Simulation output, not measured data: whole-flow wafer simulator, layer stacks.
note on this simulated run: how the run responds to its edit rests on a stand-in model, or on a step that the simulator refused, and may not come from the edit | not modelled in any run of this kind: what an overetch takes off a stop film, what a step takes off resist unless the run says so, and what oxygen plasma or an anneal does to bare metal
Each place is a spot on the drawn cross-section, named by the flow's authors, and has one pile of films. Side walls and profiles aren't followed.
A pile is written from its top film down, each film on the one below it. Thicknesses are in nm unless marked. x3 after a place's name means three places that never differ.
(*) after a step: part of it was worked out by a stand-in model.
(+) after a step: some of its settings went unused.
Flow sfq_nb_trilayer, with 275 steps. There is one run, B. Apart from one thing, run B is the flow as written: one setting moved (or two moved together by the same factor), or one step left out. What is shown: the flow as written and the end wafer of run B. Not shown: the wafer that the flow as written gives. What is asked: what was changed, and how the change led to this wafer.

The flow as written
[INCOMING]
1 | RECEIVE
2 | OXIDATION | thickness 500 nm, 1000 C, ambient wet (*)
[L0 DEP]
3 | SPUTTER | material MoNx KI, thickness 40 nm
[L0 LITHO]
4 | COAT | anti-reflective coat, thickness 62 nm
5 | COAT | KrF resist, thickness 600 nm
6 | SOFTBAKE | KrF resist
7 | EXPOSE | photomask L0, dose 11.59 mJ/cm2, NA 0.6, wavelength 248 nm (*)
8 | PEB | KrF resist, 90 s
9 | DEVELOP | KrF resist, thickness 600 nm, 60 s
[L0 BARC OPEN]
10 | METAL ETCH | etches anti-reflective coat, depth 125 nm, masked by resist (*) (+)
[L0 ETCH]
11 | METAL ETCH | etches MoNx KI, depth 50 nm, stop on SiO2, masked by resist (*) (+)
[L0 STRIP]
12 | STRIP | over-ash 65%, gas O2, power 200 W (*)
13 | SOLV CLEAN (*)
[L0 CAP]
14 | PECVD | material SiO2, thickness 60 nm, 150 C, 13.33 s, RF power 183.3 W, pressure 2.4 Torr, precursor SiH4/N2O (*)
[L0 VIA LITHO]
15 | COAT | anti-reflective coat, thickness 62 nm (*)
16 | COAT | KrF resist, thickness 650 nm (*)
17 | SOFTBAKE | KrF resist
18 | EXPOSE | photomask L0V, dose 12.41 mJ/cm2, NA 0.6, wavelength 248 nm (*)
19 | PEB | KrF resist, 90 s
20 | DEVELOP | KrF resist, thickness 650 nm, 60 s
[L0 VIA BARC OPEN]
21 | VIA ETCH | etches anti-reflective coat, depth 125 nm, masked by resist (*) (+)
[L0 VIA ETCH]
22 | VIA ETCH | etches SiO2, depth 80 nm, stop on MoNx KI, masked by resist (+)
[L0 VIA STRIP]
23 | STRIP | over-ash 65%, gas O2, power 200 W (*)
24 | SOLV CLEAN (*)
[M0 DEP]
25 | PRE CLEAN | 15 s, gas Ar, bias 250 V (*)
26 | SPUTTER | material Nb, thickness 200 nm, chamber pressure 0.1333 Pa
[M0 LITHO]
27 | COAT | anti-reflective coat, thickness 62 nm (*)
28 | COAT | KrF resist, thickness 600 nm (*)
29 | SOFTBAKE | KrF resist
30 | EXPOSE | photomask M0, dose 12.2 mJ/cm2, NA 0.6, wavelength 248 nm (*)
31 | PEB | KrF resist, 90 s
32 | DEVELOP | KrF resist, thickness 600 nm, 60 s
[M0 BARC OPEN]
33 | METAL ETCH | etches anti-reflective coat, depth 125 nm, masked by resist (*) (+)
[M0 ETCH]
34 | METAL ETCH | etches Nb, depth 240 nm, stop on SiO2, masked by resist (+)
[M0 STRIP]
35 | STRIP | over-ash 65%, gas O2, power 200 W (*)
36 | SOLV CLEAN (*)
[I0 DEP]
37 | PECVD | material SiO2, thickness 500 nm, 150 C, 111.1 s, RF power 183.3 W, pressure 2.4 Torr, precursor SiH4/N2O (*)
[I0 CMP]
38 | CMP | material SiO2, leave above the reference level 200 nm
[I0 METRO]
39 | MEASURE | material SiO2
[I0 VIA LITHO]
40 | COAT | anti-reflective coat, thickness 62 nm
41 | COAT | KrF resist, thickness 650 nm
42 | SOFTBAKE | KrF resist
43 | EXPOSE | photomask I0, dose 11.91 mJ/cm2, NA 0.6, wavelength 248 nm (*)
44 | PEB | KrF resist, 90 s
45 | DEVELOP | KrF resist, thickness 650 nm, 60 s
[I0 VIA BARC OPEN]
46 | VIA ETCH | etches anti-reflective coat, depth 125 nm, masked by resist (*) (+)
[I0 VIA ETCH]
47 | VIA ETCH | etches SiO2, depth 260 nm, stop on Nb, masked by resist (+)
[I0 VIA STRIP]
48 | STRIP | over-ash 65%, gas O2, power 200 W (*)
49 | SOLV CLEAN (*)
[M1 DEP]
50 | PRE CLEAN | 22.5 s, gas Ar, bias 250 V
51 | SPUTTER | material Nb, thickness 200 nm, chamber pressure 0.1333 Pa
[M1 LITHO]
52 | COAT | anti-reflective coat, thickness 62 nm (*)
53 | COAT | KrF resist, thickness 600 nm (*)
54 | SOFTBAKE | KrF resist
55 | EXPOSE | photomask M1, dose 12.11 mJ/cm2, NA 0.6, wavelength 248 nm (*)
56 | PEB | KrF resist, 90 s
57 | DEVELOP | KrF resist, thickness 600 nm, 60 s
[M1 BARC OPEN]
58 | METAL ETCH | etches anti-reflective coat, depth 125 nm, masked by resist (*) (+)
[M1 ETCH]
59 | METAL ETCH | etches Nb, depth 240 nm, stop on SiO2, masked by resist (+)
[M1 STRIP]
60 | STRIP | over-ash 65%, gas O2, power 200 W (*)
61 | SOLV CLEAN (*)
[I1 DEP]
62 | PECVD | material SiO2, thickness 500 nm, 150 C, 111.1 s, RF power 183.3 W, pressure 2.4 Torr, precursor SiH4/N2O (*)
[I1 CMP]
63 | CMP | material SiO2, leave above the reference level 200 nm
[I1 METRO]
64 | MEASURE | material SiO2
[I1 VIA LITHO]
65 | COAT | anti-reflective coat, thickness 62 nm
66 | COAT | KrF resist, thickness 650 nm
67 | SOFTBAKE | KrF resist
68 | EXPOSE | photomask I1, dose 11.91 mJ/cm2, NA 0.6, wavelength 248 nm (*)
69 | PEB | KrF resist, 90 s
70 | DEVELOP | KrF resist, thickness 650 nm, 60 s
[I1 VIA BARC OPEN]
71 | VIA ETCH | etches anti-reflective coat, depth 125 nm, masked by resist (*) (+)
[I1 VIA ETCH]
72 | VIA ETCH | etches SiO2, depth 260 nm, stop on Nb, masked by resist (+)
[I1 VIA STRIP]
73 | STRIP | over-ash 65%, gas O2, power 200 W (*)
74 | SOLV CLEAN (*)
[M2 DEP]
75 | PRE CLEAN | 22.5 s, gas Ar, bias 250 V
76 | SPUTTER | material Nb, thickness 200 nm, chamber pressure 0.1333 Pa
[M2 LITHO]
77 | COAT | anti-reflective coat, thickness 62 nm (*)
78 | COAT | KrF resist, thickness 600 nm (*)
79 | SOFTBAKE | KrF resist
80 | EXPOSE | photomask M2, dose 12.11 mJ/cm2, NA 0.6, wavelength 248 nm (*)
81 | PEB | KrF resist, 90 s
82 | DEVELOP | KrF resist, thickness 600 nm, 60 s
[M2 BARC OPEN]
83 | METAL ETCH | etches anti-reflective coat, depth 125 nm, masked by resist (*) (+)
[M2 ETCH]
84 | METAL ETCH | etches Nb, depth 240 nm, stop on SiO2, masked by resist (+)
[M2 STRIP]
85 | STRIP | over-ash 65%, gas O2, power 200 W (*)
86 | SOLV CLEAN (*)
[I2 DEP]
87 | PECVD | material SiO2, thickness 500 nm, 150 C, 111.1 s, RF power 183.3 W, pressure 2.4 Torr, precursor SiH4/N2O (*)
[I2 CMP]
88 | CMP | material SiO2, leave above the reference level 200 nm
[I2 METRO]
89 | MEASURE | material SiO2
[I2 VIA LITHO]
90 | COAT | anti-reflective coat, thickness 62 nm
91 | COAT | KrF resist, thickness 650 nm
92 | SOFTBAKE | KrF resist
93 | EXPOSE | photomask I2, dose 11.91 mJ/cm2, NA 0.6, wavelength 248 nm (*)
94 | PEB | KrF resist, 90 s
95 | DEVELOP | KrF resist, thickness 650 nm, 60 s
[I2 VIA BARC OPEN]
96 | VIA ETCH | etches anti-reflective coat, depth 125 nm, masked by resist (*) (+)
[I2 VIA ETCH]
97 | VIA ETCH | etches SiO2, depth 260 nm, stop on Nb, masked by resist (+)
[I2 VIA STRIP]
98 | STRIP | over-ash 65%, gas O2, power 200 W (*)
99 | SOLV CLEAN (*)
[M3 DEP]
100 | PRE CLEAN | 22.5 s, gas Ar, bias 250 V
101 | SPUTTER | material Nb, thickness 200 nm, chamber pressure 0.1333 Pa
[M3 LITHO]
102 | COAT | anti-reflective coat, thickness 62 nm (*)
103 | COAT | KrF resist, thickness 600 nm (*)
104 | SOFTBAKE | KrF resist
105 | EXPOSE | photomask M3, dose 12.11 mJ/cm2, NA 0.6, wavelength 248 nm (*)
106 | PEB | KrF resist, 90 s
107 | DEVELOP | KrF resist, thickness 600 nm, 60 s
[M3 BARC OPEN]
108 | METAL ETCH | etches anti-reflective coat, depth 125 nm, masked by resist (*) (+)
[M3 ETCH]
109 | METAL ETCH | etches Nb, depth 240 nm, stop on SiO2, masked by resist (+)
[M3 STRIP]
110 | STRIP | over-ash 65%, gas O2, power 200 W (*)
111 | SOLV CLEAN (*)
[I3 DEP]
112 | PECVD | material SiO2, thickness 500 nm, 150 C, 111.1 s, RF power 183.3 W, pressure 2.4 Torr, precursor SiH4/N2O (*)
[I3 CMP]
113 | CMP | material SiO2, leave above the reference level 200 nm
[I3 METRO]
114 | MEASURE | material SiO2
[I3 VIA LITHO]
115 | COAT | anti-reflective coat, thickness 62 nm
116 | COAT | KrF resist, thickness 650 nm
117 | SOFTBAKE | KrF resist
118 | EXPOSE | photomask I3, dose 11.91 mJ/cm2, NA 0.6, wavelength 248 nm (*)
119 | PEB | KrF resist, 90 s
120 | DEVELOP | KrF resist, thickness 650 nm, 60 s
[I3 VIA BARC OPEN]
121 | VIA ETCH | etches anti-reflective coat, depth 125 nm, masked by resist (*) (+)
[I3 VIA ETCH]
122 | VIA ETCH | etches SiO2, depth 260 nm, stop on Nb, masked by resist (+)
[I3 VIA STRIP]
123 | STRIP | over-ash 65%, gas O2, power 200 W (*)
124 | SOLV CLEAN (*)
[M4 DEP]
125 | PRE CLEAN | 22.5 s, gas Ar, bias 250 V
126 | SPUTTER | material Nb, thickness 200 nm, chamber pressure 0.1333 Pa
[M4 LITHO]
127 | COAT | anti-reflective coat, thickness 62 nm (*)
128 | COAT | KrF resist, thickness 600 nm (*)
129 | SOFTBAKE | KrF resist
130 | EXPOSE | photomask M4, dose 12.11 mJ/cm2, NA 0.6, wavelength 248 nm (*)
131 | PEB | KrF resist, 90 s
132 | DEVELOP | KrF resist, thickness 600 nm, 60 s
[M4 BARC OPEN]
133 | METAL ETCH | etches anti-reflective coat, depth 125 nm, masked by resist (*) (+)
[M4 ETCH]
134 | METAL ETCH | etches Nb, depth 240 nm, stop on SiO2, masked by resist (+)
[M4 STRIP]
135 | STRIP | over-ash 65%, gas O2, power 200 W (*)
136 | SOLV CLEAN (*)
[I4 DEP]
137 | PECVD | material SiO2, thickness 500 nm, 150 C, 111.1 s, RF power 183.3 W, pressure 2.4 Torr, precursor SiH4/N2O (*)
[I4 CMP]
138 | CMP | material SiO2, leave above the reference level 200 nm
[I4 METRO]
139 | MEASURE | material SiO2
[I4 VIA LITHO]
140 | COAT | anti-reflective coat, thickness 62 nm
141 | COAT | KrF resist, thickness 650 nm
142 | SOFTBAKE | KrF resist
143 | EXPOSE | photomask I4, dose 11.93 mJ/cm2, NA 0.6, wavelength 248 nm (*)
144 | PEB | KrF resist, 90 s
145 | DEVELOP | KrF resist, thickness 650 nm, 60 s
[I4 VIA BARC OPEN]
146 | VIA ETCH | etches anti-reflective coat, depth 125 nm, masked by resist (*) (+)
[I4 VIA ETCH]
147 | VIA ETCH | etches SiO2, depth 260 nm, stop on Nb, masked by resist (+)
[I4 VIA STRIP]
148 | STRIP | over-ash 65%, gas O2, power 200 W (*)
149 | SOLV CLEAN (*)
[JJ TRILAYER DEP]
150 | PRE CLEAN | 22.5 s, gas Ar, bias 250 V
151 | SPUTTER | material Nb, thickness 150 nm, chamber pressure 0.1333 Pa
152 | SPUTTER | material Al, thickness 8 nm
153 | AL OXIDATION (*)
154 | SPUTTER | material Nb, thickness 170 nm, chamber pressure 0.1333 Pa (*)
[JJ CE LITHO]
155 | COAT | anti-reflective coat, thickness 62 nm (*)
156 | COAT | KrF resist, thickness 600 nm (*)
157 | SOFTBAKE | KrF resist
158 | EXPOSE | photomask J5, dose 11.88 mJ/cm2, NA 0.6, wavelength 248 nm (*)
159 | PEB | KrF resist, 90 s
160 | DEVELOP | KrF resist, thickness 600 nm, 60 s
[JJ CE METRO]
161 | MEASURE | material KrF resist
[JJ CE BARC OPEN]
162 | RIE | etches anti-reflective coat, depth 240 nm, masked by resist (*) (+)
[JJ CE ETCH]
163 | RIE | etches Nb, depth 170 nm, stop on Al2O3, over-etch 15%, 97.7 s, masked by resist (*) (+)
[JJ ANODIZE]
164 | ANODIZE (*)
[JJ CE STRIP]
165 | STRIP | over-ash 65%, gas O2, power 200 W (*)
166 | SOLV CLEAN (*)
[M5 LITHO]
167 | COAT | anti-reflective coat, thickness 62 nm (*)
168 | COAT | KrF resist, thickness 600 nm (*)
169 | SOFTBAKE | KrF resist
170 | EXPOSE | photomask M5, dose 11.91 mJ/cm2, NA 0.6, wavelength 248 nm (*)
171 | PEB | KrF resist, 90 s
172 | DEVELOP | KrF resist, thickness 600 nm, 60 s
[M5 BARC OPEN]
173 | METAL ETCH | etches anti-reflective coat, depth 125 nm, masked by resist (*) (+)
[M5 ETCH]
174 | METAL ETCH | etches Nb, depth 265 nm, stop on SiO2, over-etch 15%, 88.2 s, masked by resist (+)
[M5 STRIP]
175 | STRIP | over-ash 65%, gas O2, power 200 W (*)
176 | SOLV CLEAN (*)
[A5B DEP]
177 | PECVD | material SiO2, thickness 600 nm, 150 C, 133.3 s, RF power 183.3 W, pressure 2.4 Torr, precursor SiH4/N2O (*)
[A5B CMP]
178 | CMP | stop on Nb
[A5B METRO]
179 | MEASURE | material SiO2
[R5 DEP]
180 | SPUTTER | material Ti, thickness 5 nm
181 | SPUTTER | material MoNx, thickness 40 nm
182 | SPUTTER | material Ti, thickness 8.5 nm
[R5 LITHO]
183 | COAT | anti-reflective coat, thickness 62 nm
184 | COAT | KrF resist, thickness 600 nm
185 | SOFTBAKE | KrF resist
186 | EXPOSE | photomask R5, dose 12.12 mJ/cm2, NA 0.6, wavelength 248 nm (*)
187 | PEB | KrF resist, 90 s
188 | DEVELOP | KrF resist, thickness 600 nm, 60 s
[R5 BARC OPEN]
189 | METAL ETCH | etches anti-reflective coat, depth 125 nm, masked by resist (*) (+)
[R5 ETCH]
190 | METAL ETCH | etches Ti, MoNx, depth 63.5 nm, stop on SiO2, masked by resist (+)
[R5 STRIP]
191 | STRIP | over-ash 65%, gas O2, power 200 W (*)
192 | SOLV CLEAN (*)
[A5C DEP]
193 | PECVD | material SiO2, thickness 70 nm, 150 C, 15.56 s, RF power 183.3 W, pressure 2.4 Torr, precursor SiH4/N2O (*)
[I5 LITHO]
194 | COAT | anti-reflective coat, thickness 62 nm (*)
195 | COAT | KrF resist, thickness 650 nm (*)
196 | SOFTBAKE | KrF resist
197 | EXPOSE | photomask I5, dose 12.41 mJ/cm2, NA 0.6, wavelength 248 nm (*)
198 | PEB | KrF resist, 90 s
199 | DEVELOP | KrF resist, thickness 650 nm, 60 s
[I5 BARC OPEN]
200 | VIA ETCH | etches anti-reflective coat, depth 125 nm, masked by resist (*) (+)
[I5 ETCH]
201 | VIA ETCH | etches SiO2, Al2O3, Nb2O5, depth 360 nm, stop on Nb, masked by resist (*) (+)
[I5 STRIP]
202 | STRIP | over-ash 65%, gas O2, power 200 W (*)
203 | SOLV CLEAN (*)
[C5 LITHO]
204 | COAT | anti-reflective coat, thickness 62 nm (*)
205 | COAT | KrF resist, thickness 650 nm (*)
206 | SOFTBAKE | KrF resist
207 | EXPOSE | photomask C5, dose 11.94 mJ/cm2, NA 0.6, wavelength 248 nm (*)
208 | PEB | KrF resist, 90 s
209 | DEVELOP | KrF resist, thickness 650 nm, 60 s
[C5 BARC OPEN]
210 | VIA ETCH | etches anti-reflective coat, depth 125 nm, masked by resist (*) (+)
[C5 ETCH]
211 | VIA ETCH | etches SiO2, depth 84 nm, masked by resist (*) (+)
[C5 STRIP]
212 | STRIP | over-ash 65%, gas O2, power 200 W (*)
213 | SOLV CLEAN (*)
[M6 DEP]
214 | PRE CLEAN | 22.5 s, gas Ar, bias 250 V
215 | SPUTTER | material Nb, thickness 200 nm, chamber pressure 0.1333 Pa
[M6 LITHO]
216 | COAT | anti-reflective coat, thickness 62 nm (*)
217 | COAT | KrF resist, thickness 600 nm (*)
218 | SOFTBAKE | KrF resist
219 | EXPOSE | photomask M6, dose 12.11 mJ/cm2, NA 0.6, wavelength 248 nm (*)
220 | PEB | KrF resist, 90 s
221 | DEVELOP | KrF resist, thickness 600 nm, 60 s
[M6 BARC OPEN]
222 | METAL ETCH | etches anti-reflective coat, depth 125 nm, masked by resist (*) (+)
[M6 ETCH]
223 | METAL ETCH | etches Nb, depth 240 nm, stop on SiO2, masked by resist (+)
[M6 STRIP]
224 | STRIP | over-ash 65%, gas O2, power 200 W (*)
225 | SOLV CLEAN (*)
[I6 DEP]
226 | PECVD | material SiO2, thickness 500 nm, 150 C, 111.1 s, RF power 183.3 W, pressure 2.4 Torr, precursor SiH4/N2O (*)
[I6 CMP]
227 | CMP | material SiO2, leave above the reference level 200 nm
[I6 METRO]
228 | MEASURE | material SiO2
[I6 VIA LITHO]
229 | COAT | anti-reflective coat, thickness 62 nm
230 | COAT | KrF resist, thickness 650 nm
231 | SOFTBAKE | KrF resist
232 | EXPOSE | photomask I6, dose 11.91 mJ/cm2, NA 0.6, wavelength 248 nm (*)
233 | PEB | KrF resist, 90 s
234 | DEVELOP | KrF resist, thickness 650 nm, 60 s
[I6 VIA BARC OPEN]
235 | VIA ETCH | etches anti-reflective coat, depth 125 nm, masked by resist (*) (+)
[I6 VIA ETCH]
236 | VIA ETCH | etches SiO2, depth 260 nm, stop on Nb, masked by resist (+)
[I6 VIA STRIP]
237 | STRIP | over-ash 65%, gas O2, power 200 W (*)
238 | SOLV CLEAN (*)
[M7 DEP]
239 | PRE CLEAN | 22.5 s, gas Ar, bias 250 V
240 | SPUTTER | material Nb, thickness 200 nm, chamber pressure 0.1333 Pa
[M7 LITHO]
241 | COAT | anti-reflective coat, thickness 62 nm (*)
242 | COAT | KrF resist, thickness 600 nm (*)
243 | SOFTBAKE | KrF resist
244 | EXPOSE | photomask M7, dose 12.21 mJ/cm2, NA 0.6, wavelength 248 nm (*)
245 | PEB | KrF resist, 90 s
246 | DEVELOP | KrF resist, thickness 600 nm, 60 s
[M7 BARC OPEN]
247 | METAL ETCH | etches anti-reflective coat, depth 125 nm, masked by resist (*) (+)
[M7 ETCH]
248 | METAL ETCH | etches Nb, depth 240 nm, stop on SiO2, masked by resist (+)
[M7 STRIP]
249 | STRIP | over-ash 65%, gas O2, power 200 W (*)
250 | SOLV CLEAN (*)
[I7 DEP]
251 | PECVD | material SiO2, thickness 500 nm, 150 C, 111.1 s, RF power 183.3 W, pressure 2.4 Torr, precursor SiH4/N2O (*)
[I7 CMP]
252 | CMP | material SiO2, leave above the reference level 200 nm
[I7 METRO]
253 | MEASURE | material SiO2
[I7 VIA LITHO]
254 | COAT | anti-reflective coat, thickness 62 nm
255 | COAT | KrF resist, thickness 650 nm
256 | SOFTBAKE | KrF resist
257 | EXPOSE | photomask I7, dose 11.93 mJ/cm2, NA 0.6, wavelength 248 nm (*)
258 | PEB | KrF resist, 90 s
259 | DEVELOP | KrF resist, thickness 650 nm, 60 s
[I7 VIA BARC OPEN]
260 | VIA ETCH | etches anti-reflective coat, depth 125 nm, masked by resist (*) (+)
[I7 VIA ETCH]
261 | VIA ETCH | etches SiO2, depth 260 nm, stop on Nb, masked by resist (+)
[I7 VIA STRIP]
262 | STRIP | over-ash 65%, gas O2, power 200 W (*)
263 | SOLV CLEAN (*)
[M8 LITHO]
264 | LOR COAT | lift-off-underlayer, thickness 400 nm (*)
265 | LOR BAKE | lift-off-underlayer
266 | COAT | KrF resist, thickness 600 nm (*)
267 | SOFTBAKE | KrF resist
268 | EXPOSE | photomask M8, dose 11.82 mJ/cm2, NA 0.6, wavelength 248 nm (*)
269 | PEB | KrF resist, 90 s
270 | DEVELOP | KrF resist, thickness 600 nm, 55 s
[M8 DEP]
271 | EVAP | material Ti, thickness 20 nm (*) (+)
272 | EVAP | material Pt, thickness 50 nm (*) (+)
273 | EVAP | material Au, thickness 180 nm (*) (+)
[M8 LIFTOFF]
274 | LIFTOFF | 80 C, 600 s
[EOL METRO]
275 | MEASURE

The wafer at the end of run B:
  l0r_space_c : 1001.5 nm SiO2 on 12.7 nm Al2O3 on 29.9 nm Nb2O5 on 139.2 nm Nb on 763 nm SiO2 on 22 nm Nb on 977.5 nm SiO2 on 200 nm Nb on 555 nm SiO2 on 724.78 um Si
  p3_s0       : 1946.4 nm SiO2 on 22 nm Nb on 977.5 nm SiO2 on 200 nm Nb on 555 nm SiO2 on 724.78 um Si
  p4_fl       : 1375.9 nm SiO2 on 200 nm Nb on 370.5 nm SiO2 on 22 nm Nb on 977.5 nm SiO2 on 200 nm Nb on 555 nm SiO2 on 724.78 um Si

The reason: step 108, METAL ETCH: etches anti-reflective coat, depth 125 nm, masked by resist (*) (+), was skipped.

How this came from the change, step by step:
  109 | METAL ETCH | etches Nb, depth 240 nm, stop on SiO2, masked by resist (+)
      p4_fl, p4_fm, p4_g1 and 50 more: -62 anti-reflective coat (all of it), -178 Nb (in the flow as written it would be: -200 Nb (all of it))
      r_sur, res, r_end and 9 more: -61.8 anti-reflective coat (all of it), -178.2 Nb (in the flow as written it would be: -200 Nb (all of it))
      (also at 10 further places)
  110 | STRIP | over-ash 65%, gas O2, power 200 W (*)
      p4_w1, p4_w2, p4_w3 and 21 more: -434 KrF resist (all of it), -62 anti-reflective coat (all of it) (in the flow as written it would be: -382.4 KrF resist (all of it), -62 anti-reflective coat (all of it))
      via_wl, via_wr: -435.9 KrF resist (all of it), -34.2 anti-reflective coat (all of it) (in the flow as written it would be: -384.2 KrF resist (all of it), -34.2 anti-reflective coat (all of it))
      (also at 5 further places)
  112 | PECVD | material SiO2, thickness 500 nm, 150 C, 111.1 s, RF power 183.3 W, pressure 2.4 Torr, precursor SiH4/N2O (*)
      field_l, be, be_sur and 64 more: +500 SiO2 (new film) (in the flow as written it would be: +500 SiO2)
      p4_g1, p4_g2, p3_s0, p3_s1, p3_s2, p3_s3, p3_s4, p3_s5: +535.1 SiO2 (new film) (in the flow as written it would be: +557.1 SiO2)
  113 | CMP | material SiO2, leave above the reference level 200 nm
      p4_fl, p4_fm, p4_fr and 42 more: -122 SiO2 (in the flow as written it would be: -100 SiO2)
      r_sur, res, r_end and 9 more: -121.8 SiO2 (in the flow as written it would be: -100 SiO2)
      (also at 10 further places)
  167 | COAT | anti-reflective coat, thickness 62 nm (*)
      jj_sur: +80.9 anti-reflective coat (new film) (in the flow as written it would be: +82.6 anti-reflective coat (new film))
      ce_l: +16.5 anti-reflective coat (new film) (in the flow as written it would be: +19.6 anti-reflective coat (new film))
      (also at 1 further place)
  175 | STRIP | over-ash 65%, gas O2, power 200 W (*)
      jj_sur: -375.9 KrF resist (all of it), -80.9 anti-reflective coat (all of it) (in the flow as written it would be: -374.7 KrF resist (all of it), -82.6 anti-reflective coat (all of it))
      ce_l: -302.3 KrF resist (all of it), -16.5 anti-reflective coat (all of it) (in the flow as written it would be: -299.6 KrF resist (all of it), -19.6 anti-reflective coat (all of it))
      (also at 1 further place)
With metal films that touch counted as one body, l0r_space_c has 3 bodies (between them, from the top down: SiO2 763; SiO2 977.5); the flow as written gives 2 bodies (between them, from the top down: SiO2 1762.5).
With metal films that touch counted as one body, p3_s0 has 2 bodies (between them, from the top down: SiO2 977.5); the flow as written gives 1 body.
With metal films that touch counted as one body, p4_fl has 3 bodies (between them, from the top down: SiO2 370.5; SiO2 977.5); the flow as written gives 2 bodies (between them, from the top down: SiO2 1370).
